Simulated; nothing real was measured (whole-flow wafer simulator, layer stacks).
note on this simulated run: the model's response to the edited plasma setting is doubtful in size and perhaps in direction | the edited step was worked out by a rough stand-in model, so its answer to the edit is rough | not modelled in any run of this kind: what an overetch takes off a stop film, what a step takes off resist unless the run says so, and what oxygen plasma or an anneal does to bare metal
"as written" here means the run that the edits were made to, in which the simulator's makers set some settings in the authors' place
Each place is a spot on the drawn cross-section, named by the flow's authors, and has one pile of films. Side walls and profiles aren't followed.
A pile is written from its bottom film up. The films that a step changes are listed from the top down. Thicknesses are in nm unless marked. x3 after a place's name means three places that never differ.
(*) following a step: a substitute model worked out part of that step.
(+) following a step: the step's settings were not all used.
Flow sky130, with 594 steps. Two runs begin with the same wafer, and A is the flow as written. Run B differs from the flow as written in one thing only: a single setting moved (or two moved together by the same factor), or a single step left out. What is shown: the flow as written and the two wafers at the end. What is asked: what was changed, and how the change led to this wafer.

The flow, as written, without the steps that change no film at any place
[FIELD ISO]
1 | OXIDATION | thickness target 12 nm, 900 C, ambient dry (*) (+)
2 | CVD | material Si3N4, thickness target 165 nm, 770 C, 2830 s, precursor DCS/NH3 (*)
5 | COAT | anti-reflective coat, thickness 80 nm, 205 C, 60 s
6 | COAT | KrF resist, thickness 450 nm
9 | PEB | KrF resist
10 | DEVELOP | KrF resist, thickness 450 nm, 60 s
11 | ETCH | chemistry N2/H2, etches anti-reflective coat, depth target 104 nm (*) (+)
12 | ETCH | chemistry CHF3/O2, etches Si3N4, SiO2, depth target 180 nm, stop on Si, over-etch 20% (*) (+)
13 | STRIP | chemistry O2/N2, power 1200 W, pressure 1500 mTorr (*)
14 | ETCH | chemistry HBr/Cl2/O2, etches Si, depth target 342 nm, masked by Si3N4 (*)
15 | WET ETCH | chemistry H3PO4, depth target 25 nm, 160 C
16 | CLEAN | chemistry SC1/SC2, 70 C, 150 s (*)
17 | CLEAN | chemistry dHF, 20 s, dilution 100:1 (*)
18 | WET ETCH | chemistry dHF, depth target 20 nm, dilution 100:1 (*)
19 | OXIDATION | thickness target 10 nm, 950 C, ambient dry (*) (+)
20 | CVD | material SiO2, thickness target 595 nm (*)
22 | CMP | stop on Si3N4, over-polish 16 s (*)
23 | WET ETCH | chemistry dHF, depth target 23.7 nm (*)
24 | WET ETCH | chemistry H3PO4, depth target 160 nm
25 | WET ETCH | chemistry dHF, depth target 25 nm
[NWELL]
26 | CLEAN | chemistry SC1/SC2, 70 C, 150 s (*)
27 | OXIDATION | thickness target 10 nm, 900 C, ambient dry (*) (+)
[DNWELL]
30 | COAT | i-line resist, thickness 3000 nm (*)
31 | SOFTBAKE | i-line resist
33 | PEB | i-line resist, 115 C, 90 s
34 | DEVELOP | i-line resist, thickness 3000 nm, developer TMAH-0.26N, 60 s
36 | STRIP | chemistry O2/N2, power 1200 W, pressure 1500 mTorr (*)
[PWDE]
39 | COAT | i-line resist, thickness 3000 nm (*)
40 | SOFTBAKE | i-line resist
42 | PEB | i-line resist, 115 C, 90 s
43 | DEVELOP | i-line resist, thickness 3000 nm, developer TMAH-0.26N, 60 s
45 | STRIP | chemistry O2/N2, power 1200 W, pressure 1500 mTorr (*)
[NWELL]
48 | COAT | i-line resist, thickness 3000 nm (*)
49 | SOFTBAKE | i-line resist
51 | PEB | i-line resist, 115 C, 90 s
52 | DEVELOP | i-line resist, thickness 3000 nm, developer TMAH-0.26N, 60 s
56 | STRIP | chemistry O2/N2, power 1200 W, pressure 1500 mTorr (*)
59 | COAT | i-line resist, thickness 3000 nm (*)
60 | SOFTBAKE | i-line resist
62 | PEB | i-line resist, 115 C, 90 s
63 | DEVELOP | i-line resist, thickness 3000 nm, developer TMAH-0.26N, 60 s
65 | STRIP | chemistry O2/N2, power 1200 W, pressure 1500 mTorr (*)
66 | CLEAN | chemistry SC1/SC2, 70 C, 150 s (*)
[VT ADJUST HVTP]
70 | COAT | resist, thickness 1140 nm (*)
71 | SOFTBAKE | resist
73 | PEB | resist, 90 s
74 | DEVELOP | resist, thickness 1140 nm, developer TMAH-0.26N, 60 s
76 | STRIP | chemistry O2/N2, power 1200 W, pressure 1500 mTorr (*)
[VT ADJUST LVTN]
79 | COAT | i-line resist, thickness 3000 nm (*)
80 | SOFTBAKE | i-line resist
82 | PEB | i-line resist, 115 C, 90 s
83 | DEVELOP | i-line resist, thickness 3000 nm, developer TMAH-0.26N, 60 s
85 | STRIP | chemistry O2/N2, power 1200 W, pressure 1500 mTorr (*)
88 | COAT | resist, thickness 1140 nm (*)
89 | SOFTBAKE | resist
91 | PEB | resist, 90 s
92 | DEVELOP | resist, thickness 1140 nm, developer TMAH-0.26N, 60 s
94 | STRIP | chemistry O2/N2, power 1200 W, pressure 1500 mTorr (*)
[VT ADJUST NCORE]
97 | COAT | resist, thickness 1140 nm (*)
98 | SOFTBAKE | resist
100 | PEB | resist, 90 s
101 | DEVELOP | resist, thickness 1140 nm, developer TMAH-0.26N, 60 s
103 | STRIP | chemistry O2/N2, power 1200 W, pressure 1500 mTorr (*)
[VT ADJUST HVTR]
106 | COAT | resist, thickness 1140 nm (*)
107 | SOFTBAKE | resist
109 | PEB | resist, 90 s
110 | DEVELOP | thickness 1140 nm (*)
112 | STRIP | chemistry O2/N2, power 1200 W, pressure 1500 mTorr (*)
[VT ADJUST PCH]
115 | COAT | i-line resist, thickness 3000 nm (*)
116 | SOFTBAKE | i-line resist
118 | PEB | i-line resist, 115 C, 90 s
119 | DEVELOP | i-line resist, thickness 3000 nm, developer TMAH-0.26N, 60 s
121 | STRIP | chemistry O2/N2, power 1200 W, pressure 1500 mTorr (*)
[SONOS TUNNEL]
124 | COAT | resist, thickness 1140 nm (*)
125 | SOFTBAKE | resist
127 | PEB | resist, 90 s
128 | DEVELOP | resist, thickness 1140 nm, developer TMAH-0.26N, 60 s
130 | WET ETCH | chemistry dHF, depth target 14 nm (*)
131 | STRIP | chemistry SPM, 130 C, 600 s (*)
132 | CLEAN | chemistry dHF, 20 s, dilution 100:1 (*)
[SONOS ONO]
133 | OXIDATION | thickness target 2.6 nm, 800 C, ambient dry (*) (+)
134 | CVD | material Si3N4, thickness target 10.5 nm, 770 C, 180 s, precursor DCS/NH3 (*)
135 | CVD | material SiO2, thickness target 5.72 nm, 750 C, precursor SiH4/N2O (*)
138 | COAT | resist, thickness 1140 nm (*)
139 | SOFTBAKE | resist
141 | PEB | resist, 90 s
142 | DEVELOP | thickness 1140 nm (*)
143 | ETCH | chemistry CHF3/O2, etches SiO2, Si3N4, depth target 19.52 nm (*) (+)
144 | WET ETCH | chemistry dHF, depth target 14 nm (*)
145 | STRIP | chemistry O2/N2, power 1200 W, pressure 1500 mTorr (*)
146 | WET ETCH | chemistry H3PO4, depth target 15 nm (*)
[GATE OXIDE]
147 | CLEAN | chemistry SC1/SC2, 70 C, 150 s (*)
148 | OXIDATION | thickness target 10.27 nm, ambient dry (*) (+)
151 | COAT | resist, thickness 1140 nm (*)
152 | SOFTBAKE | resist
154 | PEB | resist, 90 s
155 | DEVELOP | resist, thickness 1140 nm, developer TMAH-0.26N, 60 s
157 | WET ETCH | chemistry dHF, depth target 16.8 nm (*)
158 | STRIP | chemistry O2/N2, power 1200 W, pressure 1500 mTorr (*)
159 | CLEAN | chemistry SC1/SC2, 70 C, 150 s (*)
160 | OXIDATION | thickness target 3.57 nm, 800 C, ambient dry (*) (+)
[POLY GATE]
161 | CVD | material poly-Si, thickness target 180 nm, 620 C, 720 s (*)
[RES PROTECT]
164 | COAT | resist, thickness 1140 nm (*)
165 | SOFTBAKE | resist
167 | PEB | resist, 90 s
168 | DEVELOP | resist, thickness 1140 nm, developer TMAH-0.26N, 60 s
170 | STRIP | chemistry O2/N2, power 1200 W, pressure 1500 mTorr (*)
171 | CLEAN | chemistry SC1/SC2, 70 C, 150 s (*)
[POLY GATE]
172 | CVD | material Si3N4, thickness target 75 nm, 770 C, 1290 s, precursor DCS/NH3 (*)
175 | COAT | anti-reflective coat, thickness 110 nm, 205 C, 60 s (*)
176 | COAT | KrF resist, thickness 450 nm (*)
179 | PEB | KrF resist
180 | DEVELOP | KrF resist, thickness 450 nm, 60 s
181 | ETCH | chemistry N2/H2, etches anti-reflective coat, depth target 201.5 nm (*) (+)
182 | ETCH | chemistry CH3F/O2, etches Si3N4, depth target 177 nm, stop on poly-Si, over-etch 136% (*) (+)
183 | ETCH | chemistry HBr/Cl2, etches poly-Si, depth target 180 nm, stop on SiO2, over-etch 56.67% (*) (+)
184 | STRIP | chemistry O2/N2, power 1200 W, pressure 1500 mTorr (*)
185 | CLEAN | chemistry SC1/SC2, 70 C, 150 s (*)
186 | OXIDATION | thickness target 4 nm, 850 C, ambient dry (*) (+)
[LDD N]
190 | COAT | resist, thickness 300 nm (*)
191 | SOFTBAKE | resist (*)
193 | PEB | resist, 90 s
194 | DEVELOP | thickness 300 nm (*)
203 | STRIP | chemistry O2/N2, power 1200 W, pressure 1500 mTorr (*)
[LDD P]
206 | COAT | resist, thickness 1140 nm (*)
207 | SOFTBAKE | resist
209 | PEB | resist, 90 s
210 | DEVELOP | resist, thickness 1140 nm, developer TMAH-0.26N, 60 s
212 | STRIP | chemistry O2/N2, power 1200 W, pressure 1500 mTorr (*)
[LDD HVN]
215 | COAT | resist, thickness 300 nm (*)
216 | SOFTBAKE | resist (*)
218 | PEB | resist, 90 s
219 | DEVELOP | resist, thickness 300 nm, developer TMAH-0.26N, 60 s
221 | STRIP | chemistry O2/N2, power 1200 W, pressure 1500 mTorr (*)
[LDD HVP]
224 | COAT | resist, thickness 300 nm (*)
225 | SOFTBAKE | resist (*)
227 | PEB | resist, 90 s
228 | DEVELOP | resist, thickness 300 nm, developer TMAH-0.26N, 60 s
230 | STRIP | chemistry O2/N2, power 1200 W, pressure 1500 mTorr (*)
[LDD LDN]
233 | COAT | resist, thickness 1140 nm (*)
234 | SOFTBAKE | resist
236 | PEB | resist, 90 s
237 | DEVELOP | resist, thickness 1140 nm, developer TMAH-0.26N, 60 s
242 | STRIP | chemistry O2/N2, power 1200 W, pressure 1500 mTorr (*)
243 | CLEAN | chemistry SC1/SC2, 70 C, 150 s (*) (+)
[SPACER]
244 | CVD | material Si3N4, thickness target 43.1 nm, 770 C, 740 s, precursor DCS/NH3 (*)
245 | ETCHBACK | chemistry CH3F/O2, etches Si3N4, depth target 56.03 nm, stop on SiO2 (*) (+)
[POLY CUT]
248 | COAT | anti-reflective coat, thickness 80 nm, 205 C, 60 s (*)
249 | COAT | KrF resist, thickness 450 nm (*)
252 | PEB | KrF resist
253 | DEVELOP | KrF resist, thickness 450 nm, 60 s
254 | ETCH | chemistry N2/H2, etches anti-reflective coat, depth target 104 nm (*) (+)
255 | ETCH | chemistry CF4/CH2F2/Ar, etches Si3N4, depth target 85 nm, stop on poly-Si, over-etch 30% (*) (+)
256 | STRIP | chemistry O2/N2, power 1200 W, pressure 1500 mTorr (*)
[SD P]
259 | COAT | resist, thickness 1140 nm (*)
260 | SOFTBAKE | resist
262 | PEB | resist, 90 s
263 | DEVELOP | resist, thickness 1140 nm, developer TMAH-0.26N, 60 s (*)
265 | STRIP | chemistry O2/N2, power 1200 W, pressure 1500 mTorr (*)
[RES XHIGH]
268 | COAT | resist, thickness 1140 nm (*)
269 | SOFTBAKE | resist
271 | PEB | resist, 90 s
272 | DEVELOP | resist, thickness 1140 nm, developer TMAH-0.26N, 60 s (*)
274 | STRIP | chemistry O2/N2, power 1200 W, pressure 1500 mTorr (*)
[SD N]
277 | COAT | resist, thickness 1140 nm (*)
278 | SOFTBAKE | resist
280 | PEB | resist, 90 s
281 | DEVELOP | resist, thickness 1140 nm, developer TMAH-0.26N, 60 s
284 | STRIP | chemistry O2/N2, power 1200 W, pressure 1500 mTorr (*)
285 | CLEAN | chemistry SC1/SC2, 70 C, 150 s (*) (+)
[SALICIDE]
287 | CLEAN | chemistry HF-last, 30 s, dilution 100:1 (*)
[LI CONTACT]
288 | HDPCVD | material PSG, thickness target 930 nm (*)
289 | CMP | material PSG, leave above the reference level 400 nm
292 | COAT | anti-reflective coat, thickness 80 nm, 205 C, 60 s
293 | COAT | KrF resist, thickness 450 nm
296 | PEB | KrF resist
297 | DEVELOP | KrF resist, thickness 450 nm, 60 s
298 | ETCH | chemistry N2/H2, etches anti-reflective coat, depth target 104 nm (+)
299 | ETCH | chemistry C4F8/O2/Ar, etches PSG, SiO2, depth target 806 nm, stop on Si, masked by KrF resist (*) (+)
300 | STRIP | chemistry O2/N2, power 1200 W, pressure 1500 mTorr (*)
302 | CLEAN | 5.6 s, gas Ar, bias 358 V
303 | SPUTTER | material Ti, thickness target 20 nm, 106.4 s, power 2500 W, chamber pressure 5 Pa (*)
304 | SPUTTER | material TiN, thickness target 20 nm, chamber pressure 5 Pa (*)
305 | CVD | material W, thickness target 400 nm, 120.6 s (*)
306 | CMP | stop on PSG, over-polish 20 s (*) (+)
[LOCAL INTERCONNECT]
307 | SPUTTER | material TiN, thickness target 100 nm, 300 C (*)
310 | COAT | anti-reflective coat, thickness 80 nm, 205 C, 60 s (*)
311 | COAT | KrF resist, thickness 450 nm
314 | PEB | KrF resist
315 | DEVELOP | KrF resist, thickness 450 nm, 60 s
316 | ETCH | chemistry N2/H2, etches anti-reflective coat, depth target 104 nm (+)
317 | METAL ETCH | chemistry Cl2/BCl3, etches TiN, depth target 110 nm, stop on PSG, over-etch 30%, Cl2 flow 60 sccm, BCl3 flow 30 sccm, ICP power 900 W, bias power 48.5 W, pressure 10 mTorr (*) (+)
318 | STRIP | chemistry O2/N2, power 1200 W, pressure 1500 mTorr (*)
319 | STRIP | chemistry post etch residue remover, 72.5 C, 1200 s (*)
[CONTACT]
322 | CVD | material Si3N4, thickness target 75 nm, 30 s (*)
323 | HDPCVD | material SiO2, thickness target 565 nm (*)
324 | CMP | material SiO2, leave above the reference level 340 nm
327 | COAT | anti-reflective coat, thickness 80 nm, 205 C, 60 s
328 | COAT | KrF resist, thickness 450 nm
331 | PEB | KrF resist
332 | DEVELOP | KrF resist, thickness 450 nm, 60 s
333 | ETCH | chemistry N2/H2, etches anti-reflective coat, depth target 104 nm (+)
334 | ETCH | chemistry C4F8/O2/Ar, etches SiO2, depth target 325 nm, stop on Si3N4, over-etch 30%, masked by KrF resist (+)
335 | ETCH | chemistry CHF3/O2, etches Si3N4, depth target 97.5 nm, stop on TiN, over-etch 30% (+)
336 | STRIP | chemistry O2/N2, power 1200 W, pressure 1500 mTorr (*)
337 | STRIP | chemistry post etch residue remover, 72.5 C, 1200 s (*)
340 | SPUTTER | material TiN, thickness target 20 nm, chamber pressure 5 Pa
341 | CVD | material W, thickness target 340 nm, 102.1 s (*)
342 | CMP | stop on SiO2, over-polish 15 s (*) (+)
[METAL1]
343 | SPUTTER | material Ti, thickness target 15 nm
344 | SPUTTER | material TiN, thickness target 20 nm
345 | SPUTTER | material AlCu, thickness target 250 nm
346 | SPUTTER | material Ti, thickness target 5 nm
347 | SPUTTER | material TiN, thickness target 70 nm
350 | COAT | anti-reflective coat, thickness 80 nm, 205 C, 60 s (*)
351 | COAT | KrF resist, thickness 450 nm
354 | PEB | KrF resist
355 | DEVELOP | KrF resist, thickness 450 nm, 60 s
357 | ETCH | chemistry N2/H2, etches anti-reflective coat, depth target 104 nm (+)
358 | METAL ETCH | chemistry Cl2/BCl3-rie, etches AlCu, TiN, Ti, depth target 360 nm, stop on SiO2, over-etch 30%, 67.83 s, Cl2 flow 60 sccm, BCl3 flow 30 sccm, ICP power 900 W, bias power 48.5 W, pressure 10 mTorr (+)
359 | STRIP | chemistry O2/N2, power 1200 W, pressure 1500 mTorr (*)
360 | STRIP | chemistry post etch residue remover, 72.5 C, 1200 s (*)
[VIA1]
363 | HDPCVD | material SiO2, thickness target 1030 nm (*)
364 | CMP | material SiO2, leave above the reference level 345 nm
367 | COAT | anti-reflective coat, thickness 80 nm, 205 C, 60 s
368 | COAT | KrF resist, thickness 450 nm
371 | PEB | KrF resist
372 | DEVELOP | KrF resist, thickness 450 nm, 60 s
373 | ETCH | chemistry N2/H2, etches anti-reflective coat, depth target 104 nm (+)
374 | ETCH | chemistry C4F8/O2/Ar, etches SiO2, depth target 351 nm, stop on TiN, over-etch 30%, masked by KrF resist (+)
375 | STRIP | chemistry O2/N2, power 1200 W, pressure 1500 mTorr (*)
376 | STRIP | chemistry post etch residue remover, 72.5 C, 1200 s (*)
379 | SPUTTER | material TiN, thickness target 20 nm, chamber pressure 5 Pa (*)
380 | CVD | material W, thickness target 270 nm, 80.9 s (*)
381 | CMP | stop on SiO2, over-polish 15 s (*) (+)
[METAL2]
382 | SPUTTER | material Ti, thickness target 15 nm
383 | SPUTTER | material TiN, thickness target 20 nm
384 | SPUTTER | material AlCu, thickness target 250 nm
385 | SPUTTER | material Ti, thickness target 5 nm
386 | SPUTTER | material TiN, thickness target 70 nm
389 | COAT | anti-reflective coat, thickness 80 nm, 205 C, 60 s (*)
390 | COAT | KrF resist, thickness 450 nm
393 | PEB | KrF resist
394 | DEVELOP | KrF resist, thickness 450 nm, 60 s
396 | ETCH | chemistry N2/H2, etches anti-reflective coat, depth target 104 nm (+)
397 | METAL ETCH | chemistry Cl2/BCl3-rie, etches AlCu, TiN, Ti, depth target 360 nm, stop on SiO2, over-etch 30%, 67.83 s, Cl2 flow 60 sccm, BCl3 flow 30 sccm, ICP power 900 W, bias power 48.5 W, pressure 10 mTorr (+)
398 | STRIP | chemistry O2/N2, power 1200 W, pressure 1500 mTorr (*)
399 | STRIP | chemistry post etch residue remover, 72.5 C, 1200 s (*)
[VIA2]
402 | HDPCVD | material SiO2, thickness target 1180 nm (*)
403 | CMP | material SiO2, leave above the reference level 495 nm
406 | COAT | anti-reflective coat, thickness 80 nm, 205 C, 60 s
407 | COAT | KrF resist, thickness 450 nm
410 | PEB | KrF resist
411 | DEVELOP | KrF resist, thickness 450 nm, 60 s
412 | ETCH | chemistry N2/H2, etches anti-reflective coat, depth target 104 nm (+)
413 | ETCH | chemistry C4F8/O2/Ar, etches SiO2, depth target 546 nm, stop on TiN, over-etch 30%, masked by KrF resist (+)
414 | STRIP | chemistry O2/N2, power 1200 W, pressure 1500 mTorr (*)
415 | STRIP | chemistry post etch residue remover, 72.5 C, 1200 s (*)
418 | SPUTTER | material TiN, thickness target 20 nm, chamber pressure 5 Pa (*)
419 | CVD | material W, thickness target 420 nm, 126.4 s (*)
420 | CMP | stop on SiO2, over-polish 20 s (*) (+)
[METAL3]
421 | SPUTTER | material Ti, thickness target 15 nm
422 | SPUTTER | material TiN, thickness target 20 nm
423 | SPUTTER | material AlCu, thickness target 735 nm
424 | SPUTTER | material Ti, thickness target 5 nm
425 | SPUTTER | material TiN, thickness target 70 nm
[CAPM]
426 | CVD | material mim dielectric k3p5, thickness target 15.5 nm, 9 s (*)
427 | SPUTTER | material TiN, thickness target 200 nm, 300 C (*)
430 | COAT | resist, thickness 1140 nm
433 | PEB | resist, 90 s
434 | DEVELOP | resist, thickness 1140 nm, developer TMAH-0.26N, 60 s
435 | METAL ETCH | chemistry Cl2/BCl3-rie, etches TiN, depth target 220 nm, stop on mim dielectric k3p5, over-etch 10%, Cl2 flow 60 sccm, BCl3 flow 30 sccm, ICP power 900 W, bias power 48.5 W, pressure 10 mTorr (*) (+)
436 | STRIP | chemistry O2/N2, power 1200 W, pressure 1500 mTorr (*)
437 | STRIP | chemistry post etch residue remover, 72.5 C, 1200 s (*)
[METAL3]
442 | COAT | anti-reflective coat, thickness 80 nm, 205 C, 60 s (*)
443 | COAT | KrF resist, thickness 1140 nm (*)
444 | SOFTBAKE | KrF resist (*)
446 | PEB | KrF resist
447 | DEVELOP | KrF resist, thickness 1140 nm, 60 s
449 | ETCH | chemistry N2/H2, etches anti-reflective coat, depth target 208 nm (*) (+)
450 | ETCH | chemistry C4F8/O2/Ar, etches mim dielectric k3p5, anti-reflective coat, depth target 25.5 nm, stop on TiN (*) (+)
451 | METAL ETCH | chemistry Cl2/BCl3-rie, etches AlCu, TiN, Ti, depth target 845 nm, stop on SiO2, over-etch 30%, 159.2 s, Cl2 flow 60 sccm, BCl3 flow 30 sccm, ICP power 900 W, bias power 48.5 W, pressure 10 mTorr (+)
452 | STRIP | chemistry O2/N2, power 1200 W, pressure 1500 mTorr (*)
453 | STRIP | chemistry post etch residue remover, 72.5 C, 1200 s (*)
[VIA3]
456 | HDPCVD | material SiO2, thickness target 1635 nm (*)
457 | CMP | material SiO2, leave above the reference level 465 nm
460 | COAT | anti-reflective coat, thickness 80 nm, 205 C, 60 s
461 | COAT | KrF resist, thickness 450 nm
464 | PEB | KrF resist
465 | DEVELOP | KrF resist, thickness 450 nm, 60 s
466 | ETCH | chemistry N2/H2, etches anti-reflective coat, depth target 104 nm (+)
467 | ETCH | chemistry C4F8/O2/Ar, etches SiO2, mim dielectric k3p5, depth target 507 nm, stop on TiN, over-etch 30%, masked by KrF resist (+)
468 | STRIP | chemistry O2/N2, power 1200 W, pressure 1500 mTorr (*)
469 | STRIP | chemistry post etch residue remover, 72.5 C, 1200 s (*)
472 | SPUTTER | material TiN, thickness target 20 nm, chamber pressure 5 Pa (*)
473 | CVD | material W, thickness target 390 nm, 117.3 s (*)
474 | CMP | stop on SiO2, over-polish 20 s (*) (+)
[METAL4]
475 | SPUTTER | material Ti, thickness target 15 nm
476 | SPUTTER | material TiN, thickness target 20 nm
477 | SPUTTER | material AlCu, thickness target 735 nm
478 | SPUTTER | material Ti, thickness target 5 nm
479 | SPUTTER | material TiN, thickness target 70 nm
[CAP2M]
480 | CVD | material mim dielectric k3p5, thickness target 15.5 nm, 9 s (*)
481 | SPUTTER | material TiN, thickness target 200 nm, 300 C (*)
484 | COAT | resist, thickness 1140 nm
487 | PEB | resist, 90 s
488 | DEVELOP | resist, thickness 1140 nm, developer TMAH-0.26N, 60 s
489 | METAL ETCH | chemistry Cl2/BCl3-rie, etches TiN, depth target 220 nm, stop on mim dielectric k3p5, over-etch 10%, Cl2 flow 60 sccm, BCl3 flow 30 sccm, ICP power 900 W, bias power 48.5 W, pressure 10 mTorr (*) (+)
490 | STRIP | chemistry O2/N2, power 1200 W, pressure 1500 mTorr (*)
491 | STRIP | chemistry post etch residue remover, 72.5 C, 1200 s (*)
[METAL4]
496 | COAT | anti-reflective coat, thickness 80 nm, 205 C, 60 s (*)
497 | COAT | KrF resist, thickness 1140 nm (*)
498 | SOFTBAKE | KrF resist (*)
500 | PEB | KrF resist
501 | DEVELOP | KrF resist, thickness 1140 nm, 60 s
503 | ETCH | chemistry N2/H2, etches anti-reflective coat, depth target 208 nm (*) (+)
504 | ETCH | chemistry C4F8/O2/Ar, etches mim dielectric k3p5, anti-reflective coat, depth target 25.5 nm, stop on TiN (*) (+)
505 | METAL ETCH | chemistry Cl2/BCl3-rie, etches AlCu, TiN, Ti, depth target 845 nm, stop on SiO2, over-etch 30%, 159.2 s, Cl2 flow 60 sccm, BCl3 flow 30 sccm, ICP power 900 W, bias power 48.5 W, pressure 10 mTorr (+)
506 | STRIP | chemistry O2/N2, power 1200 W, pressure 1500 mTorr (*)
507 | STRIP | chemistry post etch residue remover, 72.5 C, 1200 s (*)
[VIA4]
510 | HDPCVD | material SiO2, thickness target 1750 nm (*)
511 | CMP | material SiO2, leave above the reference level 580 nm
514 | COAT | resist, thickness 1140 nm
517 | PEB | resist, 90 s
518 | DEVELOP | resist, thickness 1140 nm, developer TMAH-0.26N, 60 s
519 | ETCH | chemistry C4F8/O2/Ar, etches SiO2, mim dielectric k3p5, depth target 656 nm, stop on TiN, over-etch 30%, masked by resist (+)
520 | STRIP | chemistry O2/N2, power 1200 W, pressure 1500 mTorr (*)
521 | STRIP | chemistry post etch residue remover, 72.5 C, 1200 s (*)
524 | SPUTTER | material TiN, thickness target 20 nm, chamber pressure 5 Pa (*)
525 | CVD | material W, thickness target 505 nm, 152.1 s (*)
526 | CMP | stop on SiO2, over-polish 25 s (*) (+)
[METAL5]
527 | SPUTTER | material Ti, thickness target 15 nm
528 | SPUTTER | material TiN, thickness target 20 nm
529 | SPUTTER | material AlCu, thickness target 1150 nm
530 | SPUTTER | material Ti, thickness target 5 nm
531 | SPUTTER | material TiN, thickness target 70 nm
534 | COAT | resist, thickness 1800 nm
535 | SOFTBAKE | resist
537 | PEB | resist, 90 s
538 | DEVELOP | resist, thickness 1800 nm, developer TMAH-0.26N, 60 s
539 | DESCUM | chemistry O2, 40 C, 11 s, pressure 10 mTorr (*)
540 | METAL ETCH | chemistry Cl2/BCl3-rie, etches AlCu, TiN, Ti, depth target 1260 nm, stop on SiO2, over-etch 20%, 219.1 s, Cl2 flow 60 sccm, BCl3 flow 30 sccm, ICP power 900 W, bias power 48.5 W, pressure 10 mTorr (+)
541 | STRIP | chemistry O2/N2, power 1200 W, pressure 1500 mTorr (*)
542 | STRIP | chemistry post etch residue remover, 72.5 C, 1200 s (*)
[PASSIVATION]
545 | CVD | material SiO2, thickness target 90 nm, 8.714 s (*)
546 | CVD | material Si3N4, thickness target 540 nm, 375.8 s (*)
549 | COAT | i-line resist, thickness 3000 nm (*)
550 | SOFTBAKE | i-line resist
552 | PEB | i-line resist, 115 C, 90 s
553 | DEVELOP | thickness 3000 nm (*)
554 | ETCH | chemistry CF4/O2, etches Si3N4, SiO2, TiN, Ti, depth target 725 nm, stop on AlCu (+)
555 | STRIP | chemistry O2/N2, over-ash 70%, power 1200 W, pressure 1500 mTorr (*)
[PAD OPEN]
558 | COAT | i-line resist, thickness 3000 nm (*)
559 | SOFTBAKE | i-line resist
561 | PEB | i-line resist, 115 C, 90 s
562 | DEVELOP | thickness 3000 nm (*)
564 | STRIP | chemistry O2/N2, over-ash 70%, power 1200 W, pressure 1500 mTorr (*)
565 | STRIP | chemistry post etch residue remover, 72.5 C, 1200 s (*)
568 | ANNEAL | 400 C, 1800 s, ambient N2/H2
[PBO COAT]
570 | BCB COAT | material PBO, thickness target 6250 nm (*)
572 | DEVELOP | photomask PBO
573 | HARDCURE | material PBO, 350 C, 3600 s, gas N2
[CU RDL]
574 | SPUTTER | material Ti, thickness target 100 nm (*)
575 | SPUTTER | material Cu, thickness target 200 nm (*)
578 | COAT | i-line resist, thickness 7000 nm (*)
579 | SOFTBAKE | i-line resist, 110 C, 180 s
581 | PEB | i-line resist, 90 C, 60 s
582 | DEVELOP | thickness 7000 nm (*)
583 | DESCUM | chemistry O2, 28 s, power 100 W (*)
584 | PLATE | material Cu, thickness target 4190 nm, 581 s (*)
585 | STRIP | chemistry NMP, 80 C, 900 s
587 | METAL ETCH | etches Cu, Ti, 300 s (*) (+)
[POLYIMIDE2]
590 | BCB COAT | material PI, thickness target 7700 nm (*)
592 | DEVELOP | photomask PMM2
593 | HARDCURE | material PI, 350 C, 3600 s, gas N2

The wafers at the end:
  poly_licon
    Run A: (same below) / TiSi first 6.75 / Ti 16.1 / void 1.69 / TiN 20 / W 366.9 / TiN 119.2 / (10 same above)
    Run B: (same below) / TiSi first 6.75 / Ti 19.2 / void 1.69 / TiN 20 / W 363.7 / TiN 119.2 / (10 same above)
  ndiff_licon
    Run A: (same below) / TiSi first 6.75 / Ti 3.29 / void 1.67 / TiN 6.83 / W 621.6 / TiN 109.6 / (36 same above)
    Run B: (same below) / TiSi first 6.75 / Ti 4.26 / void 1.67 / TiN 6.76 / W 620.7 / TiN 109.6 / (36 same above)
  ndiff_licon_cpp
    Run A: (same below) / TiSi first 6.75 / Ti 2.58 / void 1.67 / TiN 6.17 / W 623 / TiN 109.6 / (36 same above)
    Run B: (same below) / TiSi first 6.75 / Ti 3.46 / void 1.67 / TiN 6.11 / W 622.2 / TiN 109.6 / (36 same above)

Cause: step 303, SPUTTER: power 2800 W was run, though the flow has power 2500 W.

Step by step, how the change led to this:
  303 | SPUTTER | material Ti, thickness target 20 nm, 106.4 s, power 2500 W, chamber pressure 5 Pa (*)
      field, active, n_well and 185 more: A +20 Ti (new film) | B +23.1 Ti (new film)
      ndiff_licon: A +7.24 Ti (new film) | B +8.21 Ti (new film)
      (as well as at 2 more places)
  306 | CMP | stop on PSG, over-polish 20 s (*) (+)
      field, active, n_well and 184 more: A -400 W (all of it), -20 TiN (all of it), -20 Ti (all of it), -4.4 PSG | B -400 W (all of it), -20 TiN (all of it), -23.1 Ti (all of it), -4.4 PSG
      poly_licon: A -33.1 W | B -36.3 W
